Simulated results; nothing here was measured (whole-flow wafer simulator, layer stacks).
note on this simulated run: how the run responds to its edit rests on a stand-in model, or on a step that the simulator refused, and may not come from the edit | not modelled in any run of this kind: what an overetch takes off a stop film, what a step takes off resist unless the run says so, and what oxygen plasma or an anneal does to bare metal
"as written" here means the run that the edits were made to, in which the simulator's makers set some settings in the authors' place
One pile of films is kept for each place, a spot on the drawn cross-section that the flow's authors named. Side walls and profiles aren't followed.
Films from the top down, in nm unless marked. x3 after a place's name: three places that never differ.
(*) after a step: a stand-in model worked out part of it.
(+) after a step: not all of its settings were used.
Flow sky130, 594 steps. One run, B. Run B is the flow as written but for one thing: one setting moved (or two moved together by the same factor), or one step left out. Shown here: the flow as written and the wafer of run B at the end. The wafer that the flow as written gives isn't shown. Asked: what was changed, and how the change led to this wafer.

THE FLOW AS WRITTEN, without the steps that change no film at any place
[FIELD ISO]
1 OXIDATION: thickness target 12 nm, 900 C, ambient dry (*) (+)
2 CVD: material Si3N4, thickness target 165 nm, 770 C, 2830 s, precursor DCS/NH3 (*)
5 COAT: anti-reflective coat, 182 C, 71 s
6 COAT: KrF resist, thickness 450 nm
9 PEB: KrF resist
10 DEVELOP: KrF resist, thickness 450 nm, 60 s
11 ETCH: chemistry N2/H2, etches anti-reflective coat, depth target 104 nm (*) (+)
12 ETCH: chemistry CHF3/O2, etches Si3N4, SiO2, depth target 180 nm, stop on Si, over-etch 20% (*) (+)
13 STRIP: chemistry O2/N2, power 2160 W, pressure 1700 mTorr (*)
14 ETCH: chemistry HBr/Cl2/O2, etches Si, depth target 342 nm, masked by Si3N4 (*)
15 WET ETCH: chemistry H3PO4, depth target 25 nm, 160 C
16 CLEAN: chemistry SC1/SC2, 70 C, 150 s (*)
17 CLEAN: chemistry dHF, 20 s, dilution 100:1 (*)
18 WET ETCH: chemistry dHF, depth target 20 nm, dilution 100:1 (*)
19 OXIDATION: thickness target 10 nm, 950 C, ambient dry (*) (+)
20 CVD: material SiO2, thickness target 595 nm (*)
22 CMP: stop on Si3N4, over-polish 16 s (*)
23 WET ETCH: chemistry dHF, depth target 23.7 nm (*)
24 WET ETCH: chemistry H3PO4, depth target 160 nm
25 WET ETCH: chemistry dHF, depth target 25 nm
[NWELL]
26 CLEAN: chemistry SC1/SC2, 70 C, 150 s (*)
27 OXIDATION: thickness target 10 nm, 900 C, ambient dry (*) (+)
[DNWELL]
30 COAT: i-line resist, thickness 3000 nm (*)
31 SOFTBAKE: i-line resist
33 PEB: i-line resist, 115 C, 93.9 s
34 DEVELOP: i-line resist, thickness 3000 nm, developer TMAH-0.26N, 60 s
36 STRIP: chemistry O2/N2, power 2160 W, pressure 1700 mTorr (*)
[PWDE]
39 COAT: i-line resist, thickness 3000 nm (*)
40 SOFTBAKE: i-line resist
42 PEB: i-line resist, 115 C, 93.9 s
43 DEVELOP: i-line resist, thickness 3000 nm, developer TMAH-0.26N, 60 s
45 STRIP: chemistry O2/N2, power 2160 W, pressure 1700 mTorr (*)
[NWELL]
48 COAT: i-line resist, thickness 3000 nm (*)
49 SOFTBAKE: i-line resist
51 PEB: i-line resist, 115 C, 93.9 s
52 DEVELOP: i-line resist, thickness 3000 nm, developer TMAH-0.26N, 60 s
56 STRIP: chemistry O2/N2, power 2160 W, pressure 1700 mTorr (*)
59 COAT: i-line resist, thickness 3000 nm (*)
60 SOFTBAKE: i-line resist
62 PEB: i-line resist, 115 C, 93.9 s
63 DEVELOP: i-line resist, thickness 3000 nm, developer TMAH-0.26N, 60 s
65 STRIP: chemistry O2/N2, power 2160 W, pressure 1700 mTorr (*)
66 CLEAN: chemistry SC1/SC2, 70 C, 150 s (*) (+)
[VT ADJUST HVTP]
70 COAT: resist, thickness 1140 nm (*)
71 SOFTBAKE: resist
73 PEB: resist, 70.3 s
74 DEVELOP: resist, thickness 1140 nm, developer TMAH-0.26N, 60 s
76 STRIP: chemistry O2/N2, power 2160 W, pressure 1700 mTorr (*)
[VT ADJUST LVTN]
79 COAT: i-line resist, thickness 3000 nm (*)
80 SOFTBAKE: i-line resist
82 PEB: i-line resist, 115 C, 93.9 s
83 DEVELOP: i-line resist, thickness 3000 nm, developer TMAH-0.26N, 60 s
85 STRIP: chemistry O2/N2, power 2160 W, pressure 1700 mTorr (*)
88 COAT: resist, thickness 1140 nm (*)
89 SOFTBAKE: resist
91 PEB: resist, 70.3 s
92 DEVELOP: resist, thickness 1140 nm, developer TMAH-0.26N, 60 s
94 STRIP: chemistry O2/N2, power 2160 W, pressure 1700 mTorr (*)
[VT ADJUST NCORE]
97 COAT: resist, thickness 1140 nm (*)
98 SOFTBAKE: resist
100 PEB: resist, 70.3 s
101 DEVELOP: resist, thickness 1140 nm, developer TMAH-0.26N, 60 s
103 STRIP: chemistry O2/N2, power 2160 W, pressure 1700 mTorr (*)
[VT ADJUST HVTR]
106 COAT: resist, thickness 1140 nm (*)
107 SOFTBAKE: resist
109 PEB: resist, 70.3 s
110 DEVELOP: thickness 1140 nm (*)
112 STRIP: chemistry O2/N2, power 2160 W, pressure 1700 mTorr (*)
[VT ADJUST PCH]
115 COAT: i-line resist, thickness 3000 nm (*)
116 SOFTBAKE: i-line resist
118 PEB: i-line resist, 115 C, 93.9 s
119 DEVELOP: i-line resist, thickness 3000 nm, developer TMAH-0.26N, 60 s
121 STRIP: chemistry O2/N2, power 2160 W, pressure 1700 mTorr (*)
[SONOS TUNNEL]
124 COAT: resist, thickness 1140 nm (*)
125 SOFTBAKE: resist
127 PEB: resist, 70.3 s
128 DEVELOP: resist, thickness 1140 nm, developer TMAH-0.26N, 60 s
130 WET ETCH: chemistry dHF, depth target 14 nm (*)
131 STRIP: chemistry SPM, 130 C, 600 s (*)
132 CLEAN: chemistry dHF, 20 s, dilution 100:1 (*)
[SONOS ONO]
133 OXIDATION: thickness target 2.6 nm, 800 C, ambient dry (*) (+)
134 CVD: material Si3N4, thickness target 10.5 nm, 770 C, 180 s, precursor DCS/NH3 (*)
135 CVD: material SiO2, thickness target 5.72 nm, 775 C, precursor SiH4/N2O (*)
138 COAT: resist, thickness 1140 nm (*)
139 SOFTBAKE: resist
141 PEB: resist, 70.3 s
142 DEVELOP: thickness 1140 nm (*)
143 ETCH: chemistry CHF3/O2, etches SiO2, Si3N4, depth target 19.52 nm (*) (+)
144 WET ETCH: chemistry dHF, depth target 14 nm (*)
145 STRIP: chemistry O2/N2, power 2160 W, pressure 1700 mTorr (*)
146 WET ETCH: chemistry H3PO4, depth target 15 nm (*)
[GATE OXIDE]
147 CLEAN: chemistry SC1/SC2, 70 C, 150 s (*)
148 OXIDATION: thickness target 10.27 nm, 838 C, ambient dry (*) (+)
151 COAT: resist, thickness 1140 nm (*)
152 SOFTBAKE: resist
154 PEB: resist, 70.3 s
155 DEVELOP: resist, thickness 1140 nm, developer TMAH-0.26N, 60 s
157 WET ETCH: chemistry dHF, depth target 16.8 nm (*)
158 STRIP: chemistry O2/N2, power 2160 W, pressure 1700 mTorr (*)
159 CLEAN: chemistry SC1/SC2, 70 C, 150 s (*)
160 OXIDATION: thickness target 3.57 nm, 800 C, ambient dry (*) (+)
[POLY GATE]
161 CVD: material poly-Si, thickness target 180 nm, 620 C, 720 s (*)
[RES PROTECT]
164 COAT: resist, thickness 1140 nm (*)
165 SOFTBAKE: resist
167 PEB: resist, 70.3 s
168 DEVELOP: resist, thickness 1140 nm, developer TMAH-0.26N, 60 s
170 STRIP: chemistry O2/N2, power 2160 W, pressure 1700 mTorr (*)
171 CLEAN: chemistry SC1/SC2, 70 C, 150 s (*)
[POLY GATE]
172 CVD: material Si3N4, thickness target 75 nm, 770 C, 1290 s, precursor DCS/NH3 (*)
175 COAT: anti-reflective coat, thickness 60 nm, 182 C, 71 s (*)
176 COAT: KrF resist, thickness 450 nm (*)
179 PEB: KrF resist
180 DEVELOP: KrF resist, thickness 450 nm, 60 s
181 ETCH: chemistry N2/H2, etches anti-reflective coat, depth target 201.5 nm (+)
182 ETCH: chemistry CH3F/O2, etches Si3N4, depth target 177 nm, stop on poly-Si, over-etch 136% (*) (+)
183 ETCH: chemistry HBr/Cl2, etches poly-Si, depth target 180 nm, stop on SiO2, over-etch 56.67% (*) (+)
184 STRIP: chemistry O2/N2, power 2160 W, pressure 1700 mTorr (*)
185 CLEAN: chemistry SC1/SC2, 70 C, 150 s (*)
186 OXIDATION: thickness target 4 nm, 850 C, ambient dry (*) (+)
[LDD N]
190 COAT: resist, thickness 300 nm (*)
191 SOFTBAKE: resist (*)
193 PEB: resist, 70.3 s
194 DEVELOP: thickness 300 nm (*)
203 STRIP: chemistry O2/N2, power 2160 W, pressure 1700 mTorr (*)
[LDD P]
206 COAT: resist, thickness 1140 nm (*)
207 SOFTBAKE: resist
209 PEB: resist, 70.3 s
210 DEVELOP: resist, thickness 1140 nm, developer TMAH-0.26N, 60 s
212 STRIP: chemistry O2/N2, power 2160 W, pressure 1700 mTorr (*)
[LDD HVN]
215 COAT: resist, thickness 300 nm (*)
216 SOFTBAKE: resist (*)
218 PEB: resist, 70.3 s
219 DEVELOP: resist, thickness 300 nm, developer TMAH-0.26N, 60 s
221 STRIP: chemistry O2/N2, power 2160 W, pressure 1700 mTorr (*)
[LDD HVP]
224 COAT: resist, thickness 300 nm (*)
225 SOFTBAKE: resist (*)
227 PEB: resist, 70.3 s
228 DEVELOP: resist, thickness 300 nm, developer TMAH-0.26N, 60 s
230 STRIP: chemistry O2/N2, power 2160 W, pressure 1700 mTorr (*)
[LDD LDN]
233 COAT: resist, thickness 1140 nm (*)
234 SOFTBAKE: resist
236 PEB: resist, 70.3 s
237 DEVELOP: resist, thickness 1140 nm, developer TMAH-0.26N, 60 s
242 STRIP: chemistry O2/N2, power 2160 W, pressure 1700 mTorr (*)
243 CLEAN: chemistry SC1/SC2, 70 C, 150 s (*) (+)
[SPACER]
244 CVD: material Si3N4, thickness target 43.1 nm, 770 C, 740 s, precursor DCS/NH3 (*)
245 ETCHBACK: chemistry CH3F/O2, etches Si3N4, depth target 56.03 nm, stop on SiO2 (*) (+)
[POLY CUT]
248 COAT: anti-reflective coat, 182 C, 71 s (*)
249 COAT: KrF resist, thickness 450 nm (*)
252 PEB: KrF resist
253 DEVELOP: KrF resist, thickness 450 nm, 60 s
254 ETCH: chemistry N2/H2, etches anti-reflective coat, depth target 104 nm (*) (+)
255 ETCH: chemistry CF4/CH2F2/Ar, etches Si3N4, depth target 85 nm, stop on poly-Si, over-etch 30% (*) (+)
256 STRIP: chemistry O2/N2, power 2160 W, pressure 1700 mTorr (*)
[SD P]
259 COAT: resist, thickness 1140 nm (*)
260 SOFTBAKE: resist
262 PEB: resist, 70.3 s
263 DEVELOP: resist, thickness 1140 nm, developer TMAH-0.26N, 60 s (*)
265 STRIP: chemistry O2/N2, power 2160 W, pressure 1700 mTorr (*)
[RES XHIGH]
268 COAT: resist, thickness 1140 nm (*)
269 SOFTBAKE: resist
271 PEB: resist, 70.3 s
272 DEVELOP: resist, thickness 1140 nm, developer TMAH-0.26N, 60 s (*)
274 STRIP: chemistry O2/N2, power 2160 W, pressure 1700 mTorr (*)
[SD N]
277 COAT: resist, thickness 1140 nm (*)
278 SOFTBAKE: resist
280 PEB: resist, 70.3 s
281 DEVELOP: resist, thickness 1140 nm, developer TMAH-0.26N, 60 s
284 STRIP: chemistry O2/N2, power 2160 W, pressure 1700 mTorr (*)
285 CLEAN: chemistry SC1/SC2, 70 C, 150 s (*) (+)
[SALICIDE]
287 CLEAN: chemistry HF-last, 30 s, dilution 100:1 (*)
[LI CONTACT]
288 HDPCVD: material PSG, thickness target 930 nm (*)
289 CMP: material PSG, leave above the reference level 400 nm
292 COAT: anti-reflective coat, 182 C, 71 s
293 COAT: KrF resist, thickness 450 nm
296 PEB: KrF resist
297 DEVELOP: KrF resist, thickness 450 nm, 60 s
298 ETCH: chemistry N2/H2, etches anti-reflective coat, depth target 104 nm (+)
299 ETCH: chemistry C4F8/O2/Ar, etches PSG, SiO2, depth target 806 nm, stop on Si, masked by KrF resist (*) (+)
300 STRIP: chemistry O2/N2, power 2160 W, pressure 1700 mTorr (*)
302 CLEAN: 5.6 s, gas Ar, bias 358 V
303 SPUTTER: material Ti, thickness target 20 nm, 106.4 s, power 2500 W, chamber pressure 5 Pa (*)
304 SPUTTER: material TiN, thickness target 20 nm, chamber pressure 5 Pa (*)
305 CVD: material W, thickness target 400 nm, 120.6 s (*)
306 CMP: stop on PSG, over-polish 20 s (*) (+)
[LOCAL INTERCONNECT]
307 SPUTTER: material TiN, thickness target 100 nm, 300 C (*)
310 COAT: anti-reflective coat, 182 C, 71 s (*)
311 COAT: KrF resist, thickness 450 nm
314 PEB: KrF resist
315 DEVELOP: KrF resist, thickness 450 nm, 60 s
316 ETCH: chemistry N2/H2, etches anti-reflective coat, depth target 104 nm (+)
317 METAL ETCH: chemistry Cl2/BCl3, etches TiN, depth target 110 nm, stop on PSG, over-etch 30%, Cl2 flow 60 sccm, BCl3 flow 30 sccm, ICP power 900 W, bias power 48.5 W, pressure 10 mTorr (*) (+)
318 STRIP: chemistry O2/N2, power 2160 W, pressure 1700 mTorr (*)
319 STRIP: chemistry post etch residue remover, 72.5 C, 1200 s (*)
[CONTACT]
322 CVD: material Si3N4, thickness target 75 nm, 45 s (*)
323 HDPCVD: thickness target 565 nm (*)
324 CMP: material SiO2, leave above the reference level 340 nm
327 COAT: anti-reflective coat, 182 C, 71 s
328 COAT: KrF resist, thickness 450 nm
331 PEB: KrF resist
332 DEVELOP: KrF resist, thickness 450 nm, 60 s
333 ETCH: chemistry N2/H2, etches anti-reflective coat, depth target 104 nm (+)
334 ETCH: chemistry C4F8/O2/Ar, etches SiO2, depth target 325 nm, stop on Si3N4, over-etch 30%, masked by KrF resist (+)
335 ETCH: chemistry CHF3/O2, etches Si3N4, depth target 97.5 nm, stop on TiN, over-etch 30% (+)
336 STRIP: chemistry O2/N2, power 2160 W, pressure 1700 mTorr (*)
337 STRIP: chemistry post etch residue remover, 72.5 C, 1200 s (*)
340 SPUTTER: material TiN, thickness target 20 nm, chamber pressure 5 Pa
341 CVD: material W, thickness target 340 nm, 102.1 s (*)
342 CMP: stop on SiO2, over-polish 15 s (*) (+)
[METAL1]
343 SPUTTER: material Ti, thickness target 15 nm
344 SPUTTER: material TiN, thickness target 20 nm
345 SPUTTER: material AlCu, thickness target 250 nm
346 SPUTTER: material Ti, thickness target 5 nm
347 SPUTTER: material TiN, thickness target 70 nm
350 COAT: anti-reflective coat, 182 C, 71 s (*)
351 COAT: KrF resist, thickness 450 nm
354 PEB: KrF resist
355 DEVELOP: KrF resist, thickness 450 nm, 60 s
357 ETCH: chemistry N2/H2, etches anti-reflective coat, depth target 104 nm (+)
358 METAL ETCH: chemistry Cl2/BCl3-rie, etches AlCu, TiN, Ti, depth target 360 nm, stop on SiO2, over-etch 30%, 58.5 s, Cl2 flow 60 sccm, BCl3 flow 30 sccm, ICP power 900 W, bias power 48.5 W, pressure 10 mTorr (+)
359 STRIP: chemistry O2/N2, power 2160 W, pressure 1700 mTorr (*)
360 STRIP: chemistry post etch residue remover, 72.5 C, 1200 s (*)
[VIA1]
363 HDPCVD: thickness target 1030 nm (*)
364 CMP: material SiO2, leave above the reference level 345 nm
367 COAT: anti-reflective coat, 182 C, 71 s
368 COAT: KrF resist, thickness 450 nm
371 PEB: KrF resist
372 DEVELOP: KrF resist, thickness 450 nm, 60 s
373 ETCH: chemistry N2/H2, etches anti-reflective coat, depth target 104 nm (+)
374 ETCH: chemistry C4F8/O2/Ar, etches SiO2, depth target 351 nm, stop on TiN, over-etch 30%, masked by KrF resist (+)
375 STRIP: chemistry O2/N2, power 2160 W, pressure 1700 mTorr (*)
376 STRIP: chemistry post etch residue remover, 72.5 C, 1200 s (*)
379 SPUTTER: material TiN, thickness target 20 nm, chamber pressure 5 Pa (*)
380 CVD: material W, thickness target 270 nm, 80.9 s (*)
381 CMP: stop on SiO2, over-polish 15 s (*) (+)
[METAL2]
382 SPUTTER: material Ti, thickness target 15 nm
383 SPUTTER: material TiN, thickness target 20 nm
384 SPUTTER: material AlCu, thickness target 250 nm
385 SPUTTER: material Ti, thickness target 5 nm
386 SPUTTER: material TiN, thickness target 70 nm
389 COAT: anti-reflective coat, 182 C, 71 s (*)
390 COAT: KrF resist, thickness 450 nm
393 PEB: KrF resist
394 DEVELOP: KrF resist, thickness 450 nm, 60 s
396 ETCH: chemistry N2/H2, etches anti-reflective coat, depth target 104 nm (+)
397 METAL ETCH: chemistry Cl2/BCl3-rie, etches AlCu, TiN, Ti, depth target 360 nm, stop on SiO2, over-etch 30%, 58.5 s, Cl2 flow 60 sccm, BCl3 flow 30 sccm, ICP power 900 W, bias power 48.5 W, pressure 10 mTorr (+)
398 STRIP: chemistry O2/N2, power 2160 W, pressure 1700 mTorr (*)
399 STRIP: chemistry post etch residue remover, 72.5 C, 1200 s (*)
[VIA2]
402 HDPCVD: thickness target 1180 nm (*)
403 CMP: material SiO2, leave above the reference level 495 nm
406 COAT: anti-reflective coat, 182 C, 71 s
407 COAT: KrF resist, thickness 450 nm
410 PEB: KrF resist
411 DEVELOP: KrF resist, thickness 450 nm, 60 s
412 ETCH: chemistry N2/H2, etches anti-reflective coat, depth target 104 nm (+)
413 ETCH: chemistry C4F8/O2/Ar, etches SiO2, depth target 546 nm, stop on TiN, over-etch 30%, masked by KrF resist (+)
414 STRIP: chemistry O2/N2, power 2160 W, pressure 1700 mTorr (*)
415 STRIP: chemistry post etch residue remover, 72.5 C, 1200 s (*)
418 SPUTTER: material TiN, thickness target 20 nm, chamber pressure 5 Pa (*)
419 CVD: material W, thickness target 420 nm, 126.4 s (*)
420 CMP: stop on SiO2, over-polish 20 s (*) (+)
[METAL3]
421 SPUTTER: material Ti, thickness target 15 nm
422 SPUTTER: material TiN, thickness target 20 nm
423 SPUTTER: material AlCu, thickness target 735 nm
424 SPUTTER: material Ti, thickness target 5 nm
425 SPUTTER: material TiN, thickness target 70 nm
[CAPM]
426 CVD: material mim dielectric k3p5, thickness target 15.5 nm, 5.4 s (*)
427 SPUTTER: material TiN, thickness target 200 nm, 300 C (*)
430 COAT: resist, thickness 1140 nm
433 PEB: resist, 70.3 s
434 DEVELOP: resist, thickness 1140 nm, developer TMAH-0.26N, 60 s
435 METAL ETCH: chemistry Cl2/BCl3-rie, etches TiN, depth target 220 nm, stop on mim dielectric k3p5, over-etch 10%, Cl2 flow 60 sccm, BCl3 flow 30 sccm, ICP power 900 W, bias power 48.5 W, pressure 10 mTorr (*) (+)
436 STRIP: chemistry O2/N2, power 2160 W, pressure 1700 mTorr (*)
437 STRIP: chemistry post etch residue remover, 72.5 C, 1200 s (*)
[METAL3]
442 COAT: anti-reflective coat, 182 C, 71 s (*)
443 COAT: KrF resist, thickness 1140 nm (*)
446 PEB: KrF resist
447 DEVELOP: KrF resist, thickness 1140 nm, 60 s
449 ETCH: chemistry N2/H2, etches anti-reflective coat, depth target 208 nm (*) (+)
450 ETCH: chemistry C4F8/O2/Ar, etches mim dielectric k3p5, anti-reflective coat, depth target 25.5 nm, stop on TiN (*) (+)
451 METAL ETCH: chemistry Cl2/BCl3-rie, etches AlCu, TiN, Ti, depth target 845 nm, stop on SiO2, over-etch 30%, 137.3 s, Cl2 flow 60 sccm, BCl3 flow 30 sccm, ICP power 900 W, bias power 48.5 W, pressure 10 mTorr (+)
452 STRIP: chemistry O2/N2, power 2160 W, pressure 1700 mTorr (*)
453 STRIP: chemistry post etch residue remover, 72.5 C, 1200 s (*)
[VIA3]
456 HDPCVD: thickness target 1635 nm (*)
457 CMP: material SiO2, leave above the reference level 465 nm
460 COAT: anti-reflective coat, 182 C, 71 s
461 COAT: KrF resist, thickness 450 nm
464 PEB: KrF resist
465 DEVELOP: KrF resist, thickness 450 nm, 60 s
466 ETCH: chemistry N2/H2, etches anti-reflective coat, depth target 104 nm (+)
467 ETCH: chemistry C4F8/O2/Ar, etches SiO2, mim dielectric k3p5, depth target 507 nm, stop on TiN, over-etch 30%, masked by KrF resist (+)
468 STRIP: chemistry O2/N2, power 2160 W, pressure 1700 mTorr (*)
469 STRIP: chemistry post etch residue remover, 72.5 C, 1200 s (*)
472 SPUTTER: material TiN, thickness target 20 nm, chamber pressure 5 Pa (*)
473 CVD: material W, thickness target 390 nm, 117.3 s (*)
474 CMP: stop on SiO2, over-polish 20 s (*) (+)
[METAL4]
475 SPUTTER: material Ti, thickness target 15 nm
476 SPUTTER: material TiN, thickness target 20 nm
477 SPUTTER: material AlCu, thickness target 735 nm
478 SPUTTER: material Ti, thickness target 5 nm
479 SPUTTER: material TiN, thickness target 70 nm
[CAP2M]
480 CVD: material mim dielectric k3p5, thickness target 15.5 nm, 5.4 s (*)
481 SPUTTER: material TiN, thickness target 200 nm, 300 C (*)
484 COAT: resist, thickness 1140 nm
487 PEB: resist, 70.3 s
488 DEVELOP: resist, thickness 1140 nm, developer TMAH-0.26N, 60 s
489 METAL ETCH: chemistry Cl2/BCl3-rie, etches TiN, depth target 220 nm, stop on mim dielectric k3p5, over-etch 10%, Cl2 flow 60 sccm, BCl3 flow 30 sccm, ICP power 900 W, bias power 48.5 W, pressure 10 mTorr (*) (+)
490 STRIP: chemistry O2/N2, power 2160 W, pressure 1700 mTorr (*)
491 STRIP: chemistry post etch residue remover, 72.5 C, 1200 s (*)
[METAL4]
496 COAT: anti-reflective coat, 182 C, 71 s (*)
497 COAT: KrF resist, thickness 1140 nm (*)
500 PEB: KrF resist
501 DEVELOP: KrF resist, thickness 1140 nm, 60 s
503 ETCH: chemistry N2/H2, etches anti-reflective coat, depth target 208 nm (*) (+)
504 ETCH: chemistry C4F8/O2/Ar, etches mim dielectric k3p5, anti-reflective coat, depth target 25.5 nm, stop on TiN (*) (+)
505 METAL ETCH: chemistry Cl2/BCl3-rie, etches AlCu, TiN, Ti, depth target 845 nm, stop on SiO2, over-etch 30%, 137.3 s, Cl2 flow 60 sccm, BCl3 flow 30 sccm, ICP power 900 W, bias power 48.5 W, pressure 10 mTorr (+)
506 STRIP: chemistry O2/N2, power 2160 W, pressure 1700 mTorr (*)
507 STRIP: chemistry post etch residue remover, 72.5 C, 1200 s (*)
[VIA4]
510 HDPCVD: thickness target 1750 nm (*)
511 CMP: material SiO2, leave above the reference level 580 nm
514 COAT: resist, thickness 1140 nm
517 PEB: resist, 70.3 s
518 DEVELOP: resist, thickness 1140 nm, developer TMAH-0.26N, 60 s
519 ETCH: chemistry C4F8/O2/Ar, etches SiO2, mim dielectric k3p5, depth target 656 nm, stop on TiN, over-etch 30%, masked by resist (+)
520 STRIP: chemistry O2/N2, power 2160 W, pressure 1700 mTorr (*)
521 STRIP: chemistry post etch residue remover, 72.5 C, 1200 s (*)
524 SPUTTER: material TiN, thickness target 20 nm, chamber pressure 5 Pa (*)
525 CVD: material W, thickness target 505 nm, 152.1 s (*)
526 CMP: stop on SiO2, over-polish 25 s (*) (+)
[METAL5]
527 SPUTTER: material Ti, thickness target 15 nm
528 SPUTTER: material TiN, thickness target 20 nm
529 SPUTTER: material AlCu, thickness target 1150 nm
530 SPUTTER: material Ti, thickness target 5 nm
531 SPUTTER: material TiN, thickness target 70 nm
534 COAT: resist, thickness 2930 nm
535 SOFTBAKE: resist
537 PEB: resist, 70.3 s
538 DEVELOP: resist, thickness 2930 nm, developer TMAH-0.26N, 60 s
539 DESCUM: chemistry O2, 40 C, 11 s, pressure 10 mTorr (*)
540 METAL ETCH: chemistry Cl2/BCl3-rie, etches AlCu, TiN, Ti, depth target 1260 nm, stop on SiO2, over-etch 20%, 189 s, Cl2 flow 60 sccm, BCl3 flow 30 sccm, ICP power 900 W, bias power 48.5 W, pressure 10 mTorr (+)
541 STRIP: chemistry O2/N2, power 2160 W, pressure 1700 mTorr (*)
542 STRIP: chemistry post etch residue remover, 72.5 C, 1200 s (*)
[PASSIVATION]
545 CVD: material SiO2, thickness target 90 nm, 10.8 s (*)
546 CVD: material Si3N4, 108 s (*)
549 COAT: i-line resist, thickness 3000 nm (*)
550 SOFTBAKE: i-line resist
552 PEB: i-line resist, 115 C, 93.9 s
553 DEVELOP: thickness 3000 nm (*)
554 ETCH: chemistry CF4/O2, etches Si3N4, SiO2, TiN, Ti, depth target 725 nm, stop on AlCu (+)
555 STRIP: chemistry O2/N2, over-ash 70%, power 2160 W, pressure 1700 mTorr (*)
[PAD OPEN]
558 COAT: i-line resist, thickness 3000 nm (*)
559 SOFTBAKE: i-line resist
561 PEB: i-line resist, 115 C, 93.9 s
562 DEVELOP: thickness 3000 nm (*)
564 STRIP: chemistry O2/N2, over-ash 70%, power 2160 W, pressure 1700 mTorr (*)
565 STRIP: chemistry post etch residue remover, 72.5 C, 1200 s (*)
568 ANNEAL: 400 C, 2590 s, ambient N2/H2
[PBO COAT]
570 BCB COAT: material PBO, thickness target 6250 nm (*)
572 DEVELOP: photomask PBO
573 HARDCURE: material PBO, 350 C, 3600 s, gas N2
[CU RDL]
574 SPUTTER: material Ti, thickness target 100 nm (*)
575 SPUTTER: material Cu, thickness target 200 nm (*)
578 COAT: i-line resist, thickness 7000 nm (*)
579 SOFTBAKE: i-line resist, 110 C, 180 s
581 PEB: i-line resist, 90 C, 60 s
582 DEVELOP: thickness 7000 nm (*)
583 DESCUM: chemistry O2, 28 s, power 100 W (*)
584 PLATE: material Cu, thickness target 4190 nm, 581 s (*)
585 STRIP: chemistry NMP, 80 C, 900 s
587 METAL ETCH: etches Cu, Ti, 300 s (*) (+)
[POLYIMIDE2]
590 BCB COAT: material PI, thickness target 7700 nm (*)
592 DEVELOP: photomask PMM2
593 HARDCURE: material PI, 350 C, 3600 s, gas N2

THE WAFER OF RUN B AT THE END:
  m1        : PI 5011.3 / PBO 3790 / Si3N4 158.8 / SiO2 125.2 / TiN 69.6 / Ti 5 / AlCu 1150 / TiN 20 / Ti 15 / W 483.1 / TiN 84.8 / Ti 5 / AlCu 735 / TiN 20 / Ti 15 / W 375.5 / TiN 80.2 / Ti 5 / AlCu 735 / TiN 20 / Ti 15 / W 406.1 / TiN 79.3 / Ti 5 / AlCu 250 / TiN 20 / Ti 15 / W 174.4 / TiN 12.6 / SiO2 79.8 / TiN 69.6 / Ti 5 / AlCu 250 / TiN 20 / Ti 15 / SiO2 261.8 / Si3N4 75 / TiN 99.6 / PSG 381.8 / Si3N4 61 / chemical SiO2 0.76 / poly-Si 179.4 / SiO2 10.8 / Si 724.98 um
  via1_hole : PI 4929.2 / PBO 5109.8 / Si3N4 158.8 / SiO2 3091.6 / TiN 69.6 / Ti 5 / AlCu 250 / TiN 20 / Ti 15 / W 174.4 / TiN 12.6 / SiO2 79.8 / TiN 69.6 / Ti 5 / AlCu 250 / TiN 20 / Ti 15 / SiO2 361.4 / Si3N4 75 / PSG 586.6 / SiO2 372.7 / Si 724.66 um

The cause: step 374, ETCH: depth target 190 nm was run, where the flow has depth target 351 nm.

How the change led to this, step by step:
  374 ETCH: chemistry C4F8/O2/Ar, etches SiO2, depth target 351 nm, stop on TiN, over-etch 30%, masked by KrF resist (+)
      m1, via1_hole: SiO2 -190 (as written it would be: SiO2 -269.8 (all of it))
      field, active, n_well and 186 more: KrF resist -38 (as written it would be: KrF resist -70.1)
  375 STRIP: chemistry O2/N2, power 2160 W, pressure 1700 mTorr (*)
      field, active, n_well and 186 more: KrF resist -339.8 (all of it), anti-reflective coat -80 (all of it) (as written it would be: KrF resist -307.7 (all of it), anti-reflective coat -80 (all of it))
  379 SPUTTER: material TiN, thickness target 20 nm, chamber pressure 5 Pa (*)
      m1: TiN +12.6 (new film) (as written it would be: TiN +11)
      via1_hole: TiN +12.6 (new film) (as written it would be: TiN +10.9)
  380 CVD: material W, thickness target 270 nm, 80.9 s (*)
      m1, via1_hole: W +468 (new film) (as written it would be: W +549.9 (new film))
Counting metal films that touch as one body, m1 has 3 bodies (between them, from the top down: SiO2 79.8; SiO2 261.8 / Si3N4 75); the flow as written gives 2 bodies (between them, from the top down: SiO2 261.8 / Si3N4 75).
Counting metal films that touch as one body, via1_hole has 2 bodies (between them, from the top down: SiO2 79.8); the flow as written gives 1 body.
